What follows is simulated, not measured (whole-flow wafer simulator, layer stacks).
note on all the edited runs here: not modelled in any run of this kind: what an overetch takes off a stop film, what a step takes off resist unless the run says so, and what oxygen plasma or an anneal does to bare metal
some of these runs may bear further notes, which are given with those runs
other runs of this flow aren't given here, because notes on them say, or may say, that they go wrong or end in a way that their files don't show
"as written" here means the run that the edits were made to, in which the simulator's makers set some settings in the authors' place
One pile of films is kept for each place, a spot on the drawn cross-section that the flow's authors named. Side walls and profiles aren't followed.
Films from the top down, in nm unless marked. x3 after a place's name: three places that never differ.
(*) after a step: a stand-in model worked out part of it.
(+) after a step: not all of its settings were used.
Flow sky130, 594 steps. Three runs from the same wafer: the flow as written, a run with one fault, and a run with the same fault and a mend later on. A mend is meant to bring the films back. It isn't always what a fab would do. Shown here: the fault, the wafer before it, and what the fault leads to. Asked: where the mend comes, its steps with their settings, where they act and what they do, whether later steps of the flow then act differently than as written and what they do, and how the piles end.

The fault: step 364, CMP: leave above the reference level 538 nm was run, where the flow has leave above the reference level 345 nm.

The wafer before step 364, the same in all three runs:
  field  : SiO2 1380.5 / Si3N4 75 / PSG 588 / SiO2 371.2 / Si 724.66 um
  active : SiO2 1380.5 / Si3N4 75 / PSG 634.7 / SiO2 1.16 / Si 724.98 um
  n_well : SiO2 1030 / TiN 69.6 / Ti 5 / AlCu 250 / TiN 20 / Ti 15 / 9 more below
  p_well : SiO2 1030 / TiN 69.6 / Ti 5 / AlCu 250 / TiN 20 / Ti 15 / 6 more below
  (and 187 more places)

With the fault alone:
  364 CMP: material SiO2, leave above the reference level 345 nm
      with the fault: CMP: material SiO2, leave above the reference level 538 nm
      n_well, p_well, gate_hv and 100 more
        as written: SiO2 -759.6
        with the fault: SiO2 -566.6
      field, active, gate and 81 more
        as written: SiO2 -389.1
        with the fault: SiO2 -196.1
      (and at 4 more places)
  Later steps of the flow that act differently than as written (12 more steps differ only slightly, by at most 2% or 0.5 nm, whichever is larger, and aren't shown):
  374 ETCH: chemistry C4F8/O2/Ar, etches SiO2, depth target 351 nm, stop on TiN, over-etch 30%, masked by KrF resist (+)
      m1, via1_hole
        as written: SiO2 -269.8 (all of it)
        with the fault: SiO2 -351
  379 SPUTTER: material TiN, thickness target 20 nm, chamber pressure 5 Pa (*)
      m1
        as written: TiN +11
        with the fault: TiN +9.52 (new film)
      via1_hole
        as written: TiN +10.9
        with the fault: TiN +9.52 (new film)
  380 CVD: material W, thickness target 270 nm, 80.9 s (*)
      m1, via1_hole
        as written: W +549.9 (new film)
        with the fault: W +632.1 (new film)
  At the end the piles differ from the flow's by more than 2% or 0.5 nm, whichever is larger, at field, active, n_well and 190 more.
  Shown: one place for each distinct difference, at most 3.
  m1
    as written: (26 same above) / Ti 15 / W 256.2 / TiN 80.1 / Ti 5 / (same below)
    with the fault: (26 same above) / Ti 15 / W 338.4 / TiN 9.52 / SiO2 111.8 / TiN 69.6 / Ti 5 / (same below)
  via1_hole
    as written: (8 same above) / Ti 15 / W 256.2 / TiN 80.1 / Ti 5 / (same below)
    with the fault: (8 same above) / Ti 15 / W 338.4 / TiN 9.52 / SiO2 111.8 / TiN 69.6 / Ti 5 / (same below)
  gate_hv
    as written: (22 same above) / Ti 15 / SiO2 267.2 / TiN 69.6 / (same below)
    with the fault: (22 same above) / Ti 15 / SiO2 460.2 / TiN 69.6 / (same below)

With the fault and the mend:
  The mend comes after step 364.
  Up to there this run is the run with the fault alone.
  364a CMP: material SiO2, leave above the reference level 345 nm (the flow's step 364 once more)
      field, active, n_well and 188 more
        SiO2 -193
  No later step of the flow acts differently than as written at any place that is followed.
  At the end the piles are the same as the flow's at every place that both follow.
